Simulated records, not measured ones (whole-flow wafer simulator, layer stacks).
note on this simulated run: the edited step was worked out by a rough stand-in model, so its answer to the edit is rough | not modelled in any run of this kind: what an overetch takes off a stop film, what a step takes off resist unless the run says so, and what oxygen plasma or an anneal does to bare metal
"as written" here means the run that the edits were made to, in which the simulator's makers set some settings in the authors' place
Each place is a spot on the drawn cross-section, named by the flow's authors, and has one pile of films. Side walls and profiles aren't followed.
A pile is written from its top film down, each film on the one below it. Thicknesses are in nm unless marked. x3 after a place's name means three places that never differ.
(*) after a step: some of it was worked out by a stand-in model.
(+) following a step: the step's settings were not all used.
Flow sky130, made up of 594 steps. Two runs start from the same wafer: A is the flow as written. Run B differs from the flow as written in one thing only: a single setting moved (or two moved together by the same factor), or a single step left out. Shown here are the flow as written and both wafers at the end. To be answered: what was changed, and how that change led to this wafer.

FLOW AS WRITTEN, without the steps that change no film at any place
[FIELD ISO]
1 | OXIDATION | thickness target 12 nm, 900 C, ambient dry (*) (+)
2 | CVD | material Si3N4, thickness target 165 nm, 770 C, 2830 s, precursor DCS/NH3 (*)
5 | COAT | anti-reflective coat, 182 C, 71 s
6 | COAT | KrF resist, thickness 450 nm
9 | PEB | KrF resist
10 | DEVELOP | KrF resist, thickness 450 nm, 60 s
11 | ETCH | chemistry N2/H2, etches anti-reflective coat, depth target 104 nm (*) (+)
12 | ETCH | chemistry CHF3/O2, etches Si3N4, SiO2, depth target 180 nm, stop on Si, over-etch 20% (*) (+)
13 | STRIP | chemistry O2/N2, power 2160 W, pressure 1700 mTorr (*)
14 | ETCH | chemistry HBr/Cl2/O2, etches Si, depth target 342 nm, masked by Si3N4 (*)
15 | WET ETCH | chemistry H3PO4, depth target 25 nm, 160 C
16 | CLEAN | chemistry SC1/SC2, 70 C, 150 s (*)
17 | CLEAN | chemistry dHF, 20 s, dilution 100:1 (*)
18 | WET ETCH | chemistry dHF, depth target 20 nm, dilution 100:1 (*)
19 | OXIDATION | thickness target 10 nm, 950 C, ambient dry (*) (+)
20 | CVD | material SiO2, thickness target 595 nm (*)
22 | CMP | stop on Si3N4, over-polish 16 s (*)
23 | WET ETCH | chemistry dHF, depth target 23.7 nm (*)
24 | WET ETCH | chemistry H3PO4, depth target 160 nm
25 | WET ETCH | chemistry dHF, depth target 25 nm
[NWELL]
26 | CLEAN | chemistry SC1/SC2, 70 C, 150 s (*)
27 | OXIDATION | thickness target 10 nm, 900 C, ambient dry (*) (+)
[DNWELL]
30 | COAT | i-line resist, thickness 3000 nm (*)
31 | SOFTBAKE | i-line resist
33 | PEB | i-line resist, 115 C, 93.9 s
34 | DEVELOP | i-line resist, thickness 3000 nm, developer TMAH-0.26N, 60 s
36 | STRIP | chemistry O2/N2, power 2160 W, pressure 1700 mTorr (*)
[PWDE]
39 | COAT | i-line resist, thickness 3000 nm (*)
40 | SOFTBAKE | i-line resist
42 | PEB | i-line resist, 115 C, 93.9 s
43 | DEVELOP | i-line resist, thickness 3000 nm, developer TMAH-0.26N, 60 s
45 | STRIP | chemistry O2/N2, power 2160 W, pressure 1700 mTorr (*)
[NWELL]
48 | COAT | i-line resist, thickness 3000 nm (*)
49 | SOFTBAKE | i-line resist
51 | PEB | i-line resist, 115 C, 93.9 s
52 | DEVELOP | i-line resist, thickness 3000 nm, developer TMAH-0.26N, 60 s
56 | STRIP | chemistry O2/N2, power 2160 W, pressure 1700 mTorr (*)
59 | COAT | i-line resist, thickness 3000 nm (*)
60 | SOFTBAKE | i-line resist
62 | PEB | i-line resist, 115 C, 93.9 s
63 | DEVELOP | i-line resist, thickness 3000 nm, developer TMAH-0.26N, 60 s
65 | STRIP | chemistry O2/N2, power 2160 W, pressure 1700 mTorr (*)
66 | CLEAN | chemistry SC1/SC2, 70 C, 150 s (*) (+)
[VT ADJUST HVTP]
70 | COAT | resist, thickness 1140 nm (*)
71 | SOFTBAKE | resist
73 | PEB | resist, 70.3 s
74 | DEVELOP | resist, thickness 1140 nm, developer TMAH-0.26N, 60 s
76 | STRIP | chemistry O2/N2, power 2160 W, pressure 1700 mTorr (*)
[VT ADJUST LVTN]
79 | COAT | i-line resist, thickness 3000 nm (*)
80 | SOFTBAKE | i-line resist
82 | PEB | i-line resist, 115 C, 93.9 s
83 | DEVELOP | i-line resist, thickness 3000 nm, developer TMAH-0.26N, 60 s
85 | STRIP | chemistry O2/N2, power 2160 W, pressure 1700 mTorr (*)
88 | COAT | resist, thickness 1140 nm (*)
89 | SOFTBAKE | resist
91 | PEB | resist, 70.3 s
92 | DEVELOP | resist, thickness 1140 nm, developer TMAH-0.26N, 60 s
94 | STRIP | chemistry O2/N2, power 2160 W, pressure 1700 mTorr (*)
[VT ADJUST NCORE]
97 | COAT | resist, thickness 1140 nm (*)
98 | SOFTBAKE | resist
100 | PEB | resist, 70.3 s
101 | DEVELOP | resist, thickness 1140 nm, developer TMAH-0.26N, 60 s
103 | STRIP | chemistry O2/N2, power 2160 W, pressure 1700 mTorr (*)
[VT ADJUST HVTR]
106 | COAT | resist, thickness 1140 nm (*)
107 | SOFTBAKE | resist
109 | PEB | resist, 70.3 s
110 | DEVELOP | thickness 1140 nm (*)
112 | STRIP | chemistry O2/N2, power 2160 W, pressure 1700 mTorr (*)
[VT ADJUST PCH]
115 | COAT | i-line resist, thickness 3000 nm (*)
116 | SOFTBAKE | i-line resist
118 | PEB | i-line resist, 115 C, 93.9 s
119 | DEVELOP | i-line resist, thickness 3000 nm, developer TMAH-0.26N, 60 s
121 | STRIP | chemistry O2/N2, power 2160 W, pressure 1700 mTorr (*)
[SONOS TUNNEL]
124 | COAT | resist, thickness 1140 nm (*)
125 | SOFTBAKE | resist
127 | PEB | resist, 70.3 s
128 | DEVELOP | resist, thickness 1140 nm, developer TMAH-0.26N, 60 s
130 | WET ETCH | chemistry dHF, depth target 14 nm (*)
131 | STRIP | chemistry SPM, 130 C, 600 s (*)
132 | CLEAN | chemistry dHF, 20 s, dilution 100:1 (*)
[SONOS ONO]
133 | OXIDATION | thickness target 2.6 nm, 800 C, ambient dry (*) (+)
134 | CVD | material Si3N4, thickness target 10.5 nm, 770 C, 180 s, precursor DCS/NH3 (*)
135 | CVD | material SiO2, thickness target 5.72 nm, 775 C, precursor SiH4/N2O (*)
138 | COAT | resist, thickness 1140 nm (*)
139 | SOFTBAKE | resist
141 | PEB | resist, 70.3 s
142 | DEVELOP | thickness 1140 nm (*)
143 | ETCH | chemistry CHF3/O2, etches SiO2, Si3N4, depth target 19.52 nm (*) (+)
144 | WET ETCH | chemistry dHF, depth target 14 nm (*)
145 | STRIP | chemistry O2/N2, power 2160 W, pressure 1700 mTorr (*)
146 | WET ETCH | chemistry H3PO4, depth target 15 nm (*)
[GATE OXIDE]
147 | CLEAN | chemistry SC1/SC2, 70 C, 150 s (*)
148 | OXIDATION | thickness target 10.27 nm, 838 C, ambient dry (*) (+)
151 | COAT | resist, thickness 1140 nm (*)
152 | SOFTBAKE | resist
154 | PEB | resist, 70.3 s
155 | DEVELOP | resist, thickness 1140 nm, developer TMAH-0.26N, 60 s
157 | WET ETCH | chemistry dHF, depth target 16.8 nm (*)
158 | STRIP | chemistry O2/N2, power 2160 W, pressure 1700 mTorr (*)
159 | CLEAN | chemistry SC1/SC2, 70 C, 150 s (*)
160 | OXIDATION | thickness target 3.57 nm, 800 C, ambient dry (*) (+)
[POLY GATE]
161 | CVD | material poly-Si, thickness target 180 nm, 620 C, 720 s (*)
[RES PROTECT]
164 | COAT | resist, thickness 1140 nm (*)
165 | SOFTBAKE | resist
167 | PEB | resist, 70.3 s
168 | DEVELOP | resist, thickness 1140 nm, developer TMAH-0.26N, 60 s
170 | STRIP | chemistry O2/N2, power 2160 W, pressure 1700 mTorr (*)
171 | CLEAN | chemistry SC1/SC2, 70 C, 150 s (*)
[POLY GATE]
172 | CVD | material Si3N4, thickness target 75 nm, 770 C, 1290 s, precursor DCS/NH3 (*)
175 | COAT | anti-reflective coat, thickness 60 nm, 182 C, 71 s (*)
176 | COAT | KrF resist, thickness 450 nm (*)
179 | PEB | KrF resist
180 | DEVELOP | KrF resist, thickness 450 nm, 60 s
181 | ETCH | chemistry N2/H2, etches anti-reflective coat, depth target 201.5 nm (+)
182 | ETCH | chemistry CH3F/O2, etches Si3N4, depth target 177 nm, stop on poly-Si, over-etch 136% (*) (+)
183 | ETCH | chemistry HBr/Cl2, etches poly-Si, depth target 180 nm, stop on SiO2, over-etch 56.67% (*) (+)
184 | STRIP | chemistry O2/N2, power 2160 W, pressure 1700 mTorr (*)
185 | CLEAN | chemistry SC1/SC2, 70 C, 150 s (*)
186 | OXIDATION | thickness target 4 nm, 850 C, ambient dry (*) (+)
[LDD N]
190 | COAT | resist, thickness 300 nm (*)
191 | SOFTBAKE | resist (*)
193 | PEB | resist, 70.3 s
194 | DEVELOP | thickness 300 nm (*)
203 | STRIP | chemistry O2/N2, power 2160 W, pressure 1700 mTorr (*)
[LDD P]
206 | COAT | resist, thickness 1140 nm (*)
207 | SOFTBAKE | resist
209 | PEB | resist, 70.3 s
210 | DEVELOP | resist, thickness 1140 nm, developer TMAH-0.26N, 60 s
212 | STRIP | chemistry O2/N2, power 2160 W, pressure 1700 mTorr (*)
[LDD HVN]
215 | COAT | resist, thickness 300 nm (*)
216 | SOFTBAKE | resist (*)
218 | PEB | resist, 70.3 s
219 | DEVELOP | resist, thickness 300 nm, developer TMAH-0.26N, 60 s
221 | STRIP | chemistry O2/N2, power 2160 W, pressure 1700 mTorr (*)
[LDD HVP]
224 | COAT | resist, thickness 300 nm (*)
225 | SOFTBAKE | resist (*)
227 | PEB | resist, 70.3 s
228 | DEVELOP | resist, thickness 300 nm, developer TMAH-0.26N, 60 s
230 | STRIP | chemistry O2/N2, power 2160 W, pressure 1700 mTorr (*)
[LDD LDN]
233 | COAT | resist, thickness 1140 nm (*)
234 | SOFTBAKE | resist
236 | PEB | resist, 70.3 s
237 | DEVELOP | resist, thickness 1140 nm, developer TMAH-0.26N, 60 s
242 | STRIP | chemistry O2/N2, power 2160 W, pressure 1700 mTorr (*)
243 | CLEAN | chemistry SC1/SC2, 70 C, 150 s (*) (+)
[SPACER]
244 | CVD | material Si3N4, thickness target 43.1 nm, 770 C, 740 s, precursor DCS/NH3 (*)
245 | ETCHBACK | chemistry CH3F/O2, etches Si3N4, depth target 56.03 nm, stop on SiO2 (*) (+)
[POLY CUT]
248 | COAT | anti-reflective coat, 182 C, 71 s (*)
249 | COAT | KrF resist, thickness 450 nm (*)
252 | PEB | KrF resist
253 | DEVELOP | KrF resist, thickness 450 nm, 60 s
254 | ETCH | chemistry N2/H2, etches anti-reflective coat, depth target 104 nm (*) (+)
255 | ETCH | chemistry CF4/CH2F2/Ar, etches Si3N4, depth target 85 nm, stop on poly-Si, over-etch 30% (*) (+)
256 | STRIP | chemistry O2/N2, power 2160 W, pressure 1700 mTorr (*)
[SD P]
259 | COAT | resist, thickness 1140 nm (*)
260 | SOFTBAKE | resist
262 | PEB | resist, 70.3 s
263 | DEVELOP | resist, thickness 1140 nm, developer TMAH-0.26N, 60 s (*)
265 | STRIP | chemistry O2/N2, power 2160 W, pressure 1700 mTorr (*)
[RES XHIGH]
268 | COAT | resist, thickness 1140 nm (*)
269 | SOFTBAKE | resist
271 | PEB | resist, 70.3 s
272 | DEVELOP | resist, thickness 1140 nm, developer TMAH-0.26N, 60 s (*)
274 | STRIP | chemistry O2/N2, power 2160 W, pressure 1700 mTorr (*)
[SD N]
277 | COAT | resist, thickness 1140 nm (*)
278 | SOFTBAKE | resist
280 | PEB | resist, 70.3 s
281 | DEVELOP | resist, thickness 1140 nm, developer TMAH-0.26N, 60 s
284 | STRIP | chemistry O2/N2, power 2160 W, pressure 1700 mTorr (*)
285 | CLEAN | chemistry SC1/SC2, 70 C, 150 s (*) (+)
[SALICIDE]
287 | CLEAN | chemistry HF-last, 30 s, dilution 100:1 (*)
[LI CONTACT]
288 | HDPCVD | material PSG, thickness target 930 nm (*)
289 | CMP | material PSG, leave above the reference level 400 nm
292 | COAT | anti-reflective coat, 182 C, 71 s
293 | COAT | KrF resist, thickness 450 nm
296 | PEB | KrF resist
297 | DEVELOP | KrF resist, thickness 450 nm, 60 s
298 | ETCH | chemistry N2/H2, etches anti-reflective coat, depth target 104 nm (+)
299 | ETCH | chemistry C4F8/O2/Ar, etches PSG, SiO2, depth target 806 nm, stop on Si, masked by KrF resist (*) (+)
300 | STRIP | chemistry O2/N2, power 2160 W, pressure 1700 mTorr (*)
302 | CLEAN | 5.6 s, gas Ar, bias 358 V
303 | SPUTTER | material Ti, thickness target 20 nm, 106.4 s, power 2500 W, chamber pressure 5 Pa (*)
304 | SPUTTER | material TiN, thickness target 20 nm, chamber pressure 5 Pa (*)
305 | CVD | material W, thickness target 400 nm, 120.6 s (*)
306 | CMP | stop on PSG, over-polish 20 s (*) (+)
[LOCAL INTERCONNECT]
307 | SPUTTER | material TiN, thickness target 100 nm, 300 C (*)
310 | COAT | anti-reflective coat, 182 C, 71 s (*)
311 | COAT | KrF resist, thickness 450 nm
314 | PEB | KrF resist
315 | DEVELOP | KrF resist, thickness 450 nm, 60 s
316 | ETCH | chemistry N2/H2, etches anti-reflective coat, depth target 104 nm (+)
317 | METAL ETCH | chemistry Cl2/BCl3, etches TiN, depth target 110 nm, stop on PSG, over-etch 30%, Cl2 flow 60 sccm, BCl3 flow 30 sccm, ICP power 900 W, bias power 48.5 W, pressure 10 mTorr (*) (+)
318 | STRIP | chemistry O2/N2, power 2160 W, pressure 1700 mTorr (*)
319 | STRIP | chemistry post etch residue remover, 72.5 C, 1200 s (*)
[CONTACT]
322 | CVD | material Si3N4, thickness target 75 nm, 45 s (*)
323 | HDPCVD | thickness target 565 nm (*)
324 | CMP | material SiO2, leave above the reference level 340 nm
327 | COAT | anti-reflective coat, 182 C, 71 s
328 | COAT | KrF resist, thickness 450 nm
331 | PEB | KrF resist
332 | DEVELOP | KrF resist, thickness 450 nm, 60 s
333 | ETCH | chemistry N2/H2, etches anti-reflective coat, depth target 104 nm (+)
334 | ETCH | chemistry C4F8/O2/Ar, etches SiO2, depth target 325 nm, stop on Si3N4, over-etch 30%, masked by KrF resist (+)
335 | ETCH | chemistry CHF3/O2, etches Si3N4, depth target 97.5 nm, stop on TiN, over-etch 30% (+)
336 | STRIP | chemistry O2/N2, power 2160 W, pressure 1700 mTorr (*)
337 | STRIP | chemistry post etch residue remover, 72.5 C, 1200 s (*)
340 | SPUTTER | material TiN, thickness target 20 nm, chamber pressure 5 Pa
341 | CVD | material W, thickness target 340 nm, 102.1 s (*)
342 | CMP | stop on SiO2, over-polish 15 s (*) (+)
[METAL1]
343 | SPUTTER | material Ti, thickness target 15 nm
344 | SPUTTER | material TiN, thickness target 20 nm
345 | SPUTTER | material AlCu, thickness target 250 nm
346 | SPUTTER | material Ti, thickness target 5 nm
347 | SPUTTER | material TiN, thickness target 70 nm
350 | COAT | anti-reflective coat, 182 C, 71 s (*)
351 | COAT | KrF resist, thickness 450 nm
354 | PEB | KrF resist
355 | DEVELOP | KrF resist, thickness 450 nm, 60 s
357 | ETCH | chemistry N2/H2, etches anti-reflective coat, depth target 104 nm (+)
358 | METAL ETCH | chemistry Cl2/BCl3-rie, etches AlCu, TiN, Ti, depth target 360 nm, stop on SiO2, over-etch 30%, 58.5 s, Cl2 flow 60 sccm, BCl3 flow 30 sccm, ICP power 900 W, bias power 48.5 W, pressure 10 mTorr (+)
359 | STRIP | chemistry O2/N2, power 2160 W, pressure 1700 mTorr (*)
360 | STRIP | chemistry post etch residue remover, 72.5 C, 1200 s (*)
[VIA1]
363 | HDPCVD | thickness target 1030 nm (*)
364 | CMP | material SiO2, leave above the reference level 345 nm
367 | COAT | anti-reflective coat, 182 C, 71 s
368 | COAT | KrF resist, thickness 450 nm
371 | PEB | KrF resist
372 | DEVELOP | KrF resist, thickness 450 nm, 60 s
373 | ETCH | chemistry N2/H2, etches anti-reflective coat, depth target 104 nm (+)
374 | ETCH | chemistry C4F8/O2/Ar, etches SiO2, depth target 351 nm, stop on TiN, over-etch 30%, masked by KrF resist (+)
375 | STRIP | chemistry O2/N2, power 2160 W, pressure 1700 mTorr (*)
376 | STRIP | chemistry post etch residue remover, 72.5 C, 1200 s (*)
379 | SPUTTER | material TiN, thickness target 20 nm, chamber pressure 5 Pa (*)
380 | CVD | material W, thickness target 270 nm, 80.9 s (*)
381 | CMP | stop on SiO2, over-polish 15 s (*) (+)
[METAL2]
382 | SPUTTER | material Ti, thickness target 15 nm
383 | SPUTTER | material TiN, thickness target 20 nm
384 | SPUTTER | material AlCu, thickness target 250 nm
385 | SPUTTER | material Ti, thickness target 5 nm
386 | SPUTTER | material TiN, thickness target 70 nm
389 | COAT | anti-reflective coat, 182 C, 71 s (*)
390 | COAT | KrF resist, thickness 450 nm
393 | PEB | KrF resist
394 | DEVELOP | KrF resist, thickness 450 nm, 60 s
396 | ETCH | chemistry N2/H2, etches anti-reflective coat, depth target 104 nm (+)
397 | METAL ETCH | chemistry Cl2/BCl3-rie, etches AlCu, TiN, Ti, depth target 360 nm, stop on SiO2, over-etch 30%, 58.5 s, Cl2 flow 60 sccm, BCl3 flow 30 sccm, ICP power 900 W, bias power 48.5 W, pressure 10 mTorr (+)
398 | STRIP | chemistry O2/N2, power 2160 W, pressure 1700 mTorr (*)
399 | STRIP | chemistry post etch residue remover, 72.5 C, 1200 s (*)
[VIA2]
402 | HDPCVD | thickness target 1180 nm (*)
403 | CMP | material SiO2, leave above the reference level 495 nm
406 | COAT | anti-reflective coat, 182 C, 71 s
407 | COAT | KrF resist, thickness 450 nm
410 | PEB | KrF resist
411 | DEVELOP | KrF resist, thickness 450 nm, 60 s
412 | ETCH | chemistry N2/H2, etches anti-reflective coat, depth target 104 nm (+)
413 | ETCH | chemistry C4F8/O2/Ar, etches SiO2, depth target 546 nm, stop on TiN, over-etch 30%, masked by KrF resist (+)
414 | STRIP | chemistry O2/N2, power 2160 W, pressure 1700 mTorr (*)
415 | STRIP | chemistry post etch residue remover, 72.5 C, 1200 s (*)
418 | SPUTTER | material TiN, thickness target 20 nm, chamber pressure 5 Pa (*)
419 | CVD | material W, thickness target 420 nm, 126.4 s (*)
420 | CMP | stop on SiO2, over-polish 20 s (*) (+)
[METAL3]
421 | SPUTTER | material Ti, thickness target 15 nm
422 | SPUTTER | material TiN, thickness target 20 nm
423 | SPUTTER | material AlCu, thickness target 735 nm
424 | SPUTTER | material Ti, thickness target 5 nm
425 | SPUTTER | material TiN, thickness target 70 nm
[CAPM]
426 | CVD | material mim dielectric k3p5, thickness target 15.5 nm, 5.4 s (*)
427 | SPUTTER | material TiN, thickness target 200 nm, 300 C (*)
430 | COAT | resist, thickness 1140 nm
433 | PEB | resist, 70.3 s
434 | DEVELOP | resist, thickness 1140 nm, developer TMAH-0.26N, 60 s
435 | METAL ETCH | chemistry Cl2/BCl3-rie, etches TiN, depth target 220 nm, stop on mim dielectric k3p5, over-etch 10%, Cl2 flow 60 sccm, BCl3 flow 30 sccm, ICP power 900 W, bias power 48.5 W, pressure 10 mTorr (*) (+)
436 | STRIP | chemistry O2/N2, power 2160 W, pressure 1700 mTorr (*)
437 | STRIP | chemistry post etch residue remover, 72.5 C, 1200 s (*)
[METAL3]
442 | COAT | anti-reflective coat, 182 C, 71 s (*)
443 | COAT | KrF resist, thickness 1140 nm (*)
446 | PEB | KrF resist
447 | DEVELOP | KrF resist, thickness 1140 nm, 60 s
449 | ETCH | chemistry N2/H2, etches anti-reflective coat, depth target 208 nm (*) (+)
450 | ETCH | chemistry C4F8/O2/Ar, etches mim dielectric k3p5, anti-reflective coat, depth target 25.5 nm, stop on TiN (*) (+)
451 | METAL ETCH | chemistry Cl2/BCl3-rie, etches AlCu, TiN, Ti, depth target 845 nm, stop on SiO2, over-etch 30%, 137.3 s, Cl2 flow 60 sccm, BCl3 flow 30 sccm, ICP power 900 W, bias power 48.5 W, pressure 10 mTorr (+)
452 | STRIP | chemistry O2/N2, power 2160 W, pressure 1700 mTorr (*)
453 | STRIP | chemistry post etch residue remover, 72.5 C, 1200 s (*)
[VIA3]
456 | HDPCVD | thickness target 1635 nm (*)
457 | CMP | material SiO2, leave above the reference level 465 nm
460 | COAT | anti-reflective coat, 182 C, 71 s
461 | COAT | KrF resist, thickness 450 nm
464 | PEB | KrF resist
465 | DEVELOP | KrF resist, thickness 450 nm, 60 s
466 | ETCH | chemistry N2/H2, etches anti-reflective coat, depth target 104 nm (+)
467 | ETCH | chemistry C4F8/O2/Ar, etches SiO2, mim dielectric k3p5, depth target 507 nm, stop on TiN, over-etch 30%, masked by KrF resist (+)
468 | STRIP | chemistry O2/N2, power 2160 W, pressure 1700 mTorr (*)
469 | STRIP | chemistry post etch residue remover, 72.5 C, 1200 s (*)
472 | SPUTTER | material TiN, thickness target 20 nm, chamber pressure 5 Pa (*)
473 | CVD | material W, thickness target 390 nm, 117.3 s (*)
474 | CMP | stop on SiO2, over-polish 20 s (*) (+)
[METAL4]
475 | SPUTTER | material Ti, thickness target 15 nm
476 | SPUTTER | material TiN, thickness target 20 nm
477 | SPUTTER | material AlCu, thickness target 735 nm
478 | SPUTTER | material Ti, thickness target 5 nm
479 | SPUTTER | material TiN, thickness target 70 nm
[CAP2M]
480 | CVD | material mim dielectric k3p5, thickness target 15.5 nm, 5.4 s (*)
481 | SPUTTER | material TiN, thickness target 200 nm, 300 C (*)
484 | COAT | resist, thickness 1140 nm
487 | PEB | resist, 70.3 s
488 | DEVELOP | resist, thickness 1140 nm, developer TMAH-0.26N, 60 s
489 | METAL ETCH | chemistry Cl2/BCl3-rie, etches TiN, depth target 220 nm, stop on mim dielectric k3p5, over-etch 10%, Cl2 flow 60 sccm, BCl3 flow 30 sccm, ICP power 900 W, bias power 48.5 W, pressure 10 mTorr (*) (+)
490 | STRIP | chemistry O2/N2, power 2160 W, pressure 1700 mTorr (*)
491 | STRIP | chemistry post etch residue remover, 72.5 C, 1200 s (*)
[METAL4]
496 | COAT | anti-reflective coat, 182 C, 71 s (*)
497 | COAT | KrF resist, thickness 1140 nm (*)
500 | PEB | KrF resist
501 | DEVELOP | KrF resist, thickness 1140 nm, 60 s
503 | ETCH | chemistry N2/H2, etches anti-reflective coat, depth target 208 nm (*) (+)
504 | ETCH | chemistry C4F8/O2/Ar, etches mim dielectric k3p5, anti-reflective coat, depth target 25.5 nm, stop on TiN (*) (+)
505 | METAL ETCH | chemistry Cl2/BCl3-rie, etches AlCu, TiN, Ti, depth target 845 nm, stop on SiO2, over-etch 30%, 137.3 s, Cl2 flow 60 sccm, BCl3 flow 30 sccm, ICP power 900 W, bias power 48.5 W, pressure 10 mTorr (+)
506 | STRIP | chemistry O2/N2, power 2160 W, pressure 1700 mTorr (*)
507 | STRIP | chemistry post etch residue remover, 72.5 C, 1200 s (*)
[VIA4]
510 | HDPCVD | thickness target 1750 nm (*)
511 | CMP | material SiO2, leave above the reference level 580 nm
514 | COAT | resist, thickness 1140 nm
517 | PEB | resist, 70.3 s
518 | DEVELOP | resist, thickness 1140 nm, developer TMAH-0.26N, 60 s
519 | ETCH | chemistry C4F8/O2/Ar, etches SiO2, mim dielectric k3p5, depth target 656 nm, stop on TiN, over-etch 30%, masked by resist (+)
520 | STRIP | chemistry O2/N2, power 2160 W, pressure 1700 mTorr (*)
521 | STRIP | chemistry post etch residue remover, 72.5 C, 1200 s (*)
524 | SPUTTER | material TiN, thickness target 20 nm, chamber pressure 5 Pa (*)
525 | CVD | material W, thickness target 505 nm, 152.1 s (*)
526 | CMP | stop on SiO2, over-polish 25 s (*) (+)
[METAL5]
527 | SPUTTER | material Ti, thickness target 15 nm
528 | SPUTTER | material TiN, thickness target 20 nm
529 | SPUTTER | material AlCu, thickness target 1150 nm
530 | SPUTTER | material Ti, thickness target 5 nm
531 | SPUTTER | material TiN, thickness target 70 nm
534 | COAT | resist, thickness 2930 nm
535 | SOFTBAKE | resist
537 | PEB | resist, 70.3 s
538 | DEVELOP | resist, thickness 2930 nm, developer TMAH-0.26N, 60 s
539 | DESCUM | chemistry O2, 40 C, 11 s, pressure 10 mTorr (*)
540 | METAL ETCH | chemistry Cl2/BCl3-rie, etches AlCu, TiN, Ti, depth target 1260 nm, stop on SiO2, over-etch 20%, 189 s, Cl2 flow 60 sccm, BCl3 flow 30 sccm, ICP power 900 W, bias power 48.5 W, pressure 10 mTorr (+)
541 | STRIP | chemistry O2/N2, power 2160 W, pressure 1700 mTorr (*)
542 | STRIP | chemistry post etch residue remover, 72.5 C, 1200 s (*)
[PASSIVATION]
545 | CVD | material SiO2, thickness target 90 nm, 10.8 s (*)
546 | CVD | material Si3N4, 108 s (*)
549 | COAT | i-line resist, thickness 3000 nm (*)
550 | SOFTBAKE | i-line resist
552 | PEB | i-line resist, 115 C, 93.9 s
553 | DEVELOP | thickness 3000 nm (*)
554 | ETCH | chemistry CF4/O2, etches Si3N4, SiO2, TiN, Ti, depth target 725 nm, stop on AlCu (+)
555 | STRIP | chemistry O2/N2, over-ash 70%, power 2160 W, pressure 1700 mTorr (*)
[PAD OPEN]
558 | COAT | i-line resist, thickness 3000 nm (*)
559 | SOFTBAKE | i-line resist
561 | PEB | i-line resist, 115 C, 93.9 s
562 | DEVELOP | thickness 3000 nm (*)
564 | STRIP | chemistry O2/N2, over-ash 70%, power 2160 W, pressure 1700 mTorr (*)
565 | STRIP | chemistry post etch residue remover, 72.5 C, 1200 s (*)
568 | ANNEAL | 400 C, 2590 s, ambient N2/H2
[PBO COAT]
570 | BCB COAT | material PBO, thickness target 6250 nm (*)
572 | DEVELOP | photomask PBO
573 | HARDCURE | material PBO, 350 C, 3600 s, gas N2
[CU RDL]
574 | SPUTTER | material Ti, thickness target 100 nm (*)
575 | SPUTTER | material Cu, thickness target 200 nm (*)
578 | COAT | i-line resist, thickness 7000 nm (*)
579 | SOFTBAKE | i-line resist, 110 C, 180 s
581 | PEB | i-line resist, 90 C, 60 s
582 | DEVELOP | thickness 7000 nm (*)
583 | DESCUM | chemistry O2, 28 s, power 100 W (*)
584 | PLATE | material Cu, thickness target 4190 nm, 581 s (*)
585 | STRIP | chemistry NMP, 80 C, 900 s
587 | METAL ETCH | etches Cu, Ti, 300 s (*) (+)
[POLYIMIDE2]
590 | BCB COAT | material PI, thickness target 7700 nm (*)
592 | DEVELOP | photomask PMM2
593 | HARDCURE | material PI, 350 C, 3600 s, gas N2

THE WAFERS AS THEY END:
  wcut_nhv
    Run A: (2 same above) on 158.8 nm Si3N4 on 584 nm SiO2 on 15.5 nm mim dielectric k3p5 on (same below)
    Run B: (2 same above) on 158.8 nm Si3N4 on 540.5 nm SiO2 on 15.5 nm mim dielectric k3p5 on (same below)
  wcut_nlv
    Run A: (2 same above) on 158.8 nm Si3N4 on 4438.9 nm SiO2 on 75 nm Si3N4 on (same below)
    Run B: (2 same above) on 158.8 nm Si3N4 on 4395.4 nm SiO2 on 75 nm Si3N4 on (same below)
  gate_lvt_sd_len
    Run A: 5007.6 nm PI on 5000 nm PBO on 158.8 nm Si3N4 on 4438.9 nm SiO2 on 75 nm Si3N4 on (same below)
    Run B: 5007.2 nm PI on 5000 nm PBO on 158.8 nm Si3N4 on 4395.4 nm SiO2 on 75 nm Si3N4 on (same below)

The reason: step 545, CVD: thickness target 58.5 nm was run, whereas the flow has thickness target 90 nm; step 545, CVD: 7.02 s was run, where the flow has 10.8 s.

Step by step, how the change led to this:
  545 | CVD | material SiO2, thickness target 90 nm, 10.8 s (*)
      field, active, gate and 175 more: A SiO2 gains 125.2 | B SiO2 gains 81.7
      n_well, p_well, sd_n and 12 more: A SiO2 gains 125.2 (new film) | B SiO2 gains 81.7 (new film)
  550 | SOFTBAKE | i-line resist
      gate_p_lvt, iso_guard_hv_nw: A i-line resist gains 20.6 | B i-line resist gains 19.3
      active: A i-line resist gains 12 | B i-line resist gains 11.1
      (and at 54 other places as well)
  554 | ETCH | chemistry CF4/O2, etches Si3N4, SiO2, TiN, Ti, depth target 725 nm, stop on AlCu (+)
      field, active, n_well and 189 more: A i-line resist loses 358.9 | B i-line resist loses 315.4
      pad: A Si3N4 loses 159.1 (all of it), SiO2 loses 125.2 (all of it), TiN loses 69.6 (all of it), Ti loses 5 (all of it) | B Si3N4 loses 159.1 (all of it), SiO2 loses 81.7 (all of it), TiN loses 69.6 (all of it), Ti loses 5 (all of it)
  555 | STRIP | chemistry O2/N2, over-ash 70%, power 2160 W, pressure 1700 mTorr (*)
      n_well, p_well, sd_n, sd_p: A i-line resist loses 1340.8 (all of it) | B i-line resist loses 1384.3 (all of it)
      m1: A i-line resist loses 1364.1 (all of it) | B i-line resist loses 1405.8 (all of it)
      (and at 8 other places as well)
  558 | COAT | i-line resist, thickness 3000 nm (*)
      pad: A i-line resist gains 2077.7 (new film) | B i-line resist gains 2034 (new film)
  559 | SOFTBAKE | i-line resist
      gate_p_lvt, iso_guard_hv_nw: A i-line resist gains 20.6 | B i-line resist gains 19.3
      field: A i-line resist gains 12.5 | B i-line resist gains 11.6
      (and at 60 other places as well)
  561 | PEB | i-line resist, 115 C, 93.9 s
      pad: A i-line resist loses 32.2 | B i-line resist loses 31.4
  562 | DEVELOP | thickness 3000 nm (*)
      pad: A i-line resist loses 2045.5 (all of it) | B i-line resist loses 2002.5 (all of it)
  578 | COAT | i-line resist, thickness 7000 nm (*)
      pad: A i-line resist gains 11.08 um (new film) | B i-line resist gains 11.04 um (new film)
  579 | SOFTBAKE | i-line resist, 110 C, 180 s
      ndiff_licon_rim, ndiff_licon: A i-line resist loses 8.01 | B i-line resist loses 7.32
      mim: A i-line resist loses 16.8 | B i-line resist loses 16.2
      (and at 22 other places as well)
  582 | DEVELOP | thickness 7000 nm (*)
      pad: A i-line resist loses 11.08 um (all of it) | B i-line resist loses 11.04 um (all of it)
